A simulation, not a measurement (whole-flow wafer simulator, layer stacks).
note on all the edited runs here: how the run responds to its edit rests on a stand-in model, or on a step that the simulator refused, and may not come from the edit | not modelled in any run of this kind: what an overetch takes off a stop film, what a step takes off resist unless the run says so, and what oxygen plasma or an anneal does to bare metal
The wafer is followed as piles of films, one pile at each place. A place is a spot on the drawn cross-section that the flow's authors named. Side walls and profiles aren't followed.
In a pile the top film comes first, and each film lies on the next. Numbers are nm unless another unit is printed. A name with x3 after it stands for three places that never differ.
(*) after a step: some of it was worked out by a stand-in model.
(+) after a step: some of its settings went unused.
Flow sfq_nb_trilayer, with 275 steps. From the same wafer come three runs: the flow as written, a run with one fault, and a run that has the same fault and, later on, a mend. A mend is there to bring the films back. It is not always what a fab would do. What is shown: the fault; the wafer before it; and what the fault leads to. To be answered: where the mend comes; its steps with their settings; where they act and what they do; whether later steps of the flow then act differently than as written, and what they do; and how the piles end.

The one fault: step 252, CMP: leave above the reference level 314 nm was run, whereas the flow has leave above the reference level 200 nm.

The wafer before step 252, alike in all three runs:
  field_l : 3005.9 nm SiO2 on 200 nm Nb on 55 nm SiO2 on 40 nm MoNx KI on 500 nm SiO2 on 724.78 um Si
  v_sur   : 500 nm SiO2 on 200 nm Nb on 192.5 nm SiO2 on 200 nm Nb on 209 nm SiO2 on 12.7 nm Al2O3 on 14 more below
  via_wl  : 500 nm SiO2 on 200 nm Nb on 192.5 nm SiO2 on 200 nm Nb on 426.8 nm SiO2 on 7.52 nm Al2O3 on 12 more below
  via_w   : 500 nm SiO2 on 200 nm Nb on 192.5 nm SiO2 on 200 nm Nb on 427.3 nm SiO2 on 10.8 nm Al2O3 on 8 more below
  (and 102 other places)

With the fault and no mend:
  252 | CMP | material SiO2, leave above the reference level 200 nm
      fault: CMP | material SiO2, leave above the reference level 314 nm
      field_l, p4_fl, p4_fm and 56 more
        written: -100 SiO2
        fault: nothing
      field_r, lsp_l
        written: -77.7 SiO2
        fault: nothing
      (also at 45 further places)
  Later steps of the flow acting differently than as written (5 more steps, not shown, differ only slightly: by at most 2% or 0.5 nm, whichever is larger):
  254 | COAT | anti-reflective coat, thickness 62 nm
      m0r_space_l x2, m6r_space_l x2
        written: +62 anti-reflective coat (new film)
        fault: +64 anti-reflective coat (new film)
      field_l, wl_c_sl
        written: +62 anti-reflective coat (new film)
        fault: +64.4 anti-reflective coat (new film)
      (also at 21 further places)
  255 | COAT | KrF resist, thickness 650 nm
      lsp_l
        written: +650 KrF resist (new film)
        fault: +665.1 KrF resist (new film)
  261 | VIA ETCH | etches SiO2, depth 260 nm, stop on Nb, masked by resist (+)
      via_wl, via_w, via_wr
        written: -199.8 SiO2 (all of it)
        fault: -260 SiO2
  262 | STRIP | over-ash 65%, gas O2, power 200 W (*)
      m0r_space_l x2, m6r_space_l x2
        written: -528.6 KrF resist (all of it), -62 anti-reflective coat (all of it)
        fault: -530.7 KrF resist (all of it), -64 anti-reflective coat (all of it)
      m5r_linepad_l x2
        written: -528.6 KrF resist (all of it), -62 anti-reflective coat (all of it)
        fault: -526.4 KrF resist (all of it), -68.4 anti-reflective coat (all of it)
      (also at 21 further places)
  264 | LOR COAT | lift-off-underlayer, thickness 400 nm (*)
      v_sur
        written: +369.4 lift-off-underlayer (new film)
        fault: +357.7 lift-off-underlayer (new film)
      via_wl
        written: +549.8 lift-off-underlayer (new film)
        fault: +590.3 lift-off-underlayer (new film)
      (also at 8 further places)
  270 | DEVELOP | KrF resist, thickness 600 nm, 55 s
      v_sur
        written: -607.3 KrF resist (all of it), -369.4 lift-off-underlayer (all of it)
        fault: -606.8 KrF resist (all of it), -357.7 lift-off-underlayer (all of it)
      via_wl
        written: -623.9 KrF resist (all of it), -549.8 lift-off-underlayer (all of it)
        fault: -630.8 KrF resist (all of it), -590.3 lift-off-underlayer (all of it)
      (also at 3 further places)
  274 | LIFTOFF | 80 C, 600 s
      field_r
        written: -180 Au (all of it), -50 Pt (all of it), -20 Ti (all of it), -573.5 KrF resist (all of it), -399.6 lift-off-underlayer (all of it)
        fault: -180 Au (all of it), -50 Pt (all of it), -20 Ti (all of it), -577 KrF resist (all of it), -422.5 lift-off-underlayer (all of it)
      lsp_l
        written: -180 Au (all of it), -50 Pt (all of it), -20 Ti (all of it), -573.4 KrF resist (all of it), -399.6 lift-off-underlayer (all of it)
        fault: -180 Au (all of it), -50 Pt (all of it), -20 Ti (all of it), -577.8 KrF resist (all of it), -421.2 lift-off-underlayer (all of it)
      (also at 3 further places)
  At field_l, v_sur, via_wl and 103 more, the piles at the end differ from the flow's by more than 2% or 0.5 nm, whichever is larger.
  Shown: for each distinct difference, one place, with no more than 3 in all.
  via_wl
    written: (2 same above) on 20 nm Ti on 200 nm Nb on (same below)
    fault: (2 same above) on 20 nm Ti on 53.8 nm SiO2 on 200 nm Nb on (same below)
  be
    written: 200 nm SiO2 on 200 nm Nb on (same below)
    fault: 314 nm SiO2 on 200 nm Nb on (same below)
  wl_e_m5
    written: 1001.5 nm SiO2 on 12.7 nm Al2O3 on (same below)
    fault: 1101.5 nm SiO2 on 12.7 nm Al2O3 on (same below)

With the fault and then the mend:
  The mend follows step 259.
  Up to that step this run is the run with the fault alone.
  259a | STRIP | over-ash 65%, gas O2, power 200 W (*)
      p4_w1, p3_s2, p3_l3, p3_s3, p3_l4, p3_s4, p3_l5
        -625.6 KrF resist (all of it), -62.1 anti-reflective coat (all of it)
      wire, be, jj_sur, ce_l, c5j, ce_r
        -622.4 KrF resist (all of it), -61.3 anti-reflective coat (all of it)
      m0r_line_l x2, m6r_line_l x2
        -627.5 KrF resist (all of it), -62.4 anti-reflective coat (all of it)
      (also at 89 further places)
  259b | CMP | material SiO2, leave above the reference level 200 nm (the flow's step 252, run once more)
      field_l, p4_fl, p4_fm and 56 more
        -100 SiO2
      v_sur, via_wl, via_w and 40 more
        -114 SiO2
      field_r, lsp_l
        -77.7 SiO2
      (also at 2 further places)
  259c | COAT | anti-reflective coat, thickness 62 nm (the flow's step 254, run once more)
      field_l, v_sur, via_wl and 103 more
        +62 anti-reflective coat (new film)
  259d | COAT | KrF resist, thickness 650 nm (the flow's step 255, run once more)
      field_l, v_sur, via_wl and 103 more
        +650 KrF resist (new film)
  259e | SOFTBAKE | KrF resist (the flow's step 256, run once more)
      does not change any film at any place that is followed
  259f | EXPOSE | photomask I7, dose 11.93 mJ/cm2, NA 0.6, wavelength 248 nm (*) (the flow's step 257, run once more)
      does not change any film at any place that is followed
  259g | PEB | KrF resist, 90 s (the flow's step 258, run once more)
      field_l, v_sur, via_wl and 103 more
        -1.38 KrF resist
  259h | DEVELOP | KrF resist, thickness 650 nm, 60 s (the flow's step 259, run once more)
      field_l, v_sur, via_sp and 100 more
        -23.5 KrF resist
      via_wl, via_w, via_wr
        -648.6 KrF resist (all of it)
  Later steps of the flow that are run all act as written at every place that is followed.
  By the end, the piles equal the flow's at every place that both follow.
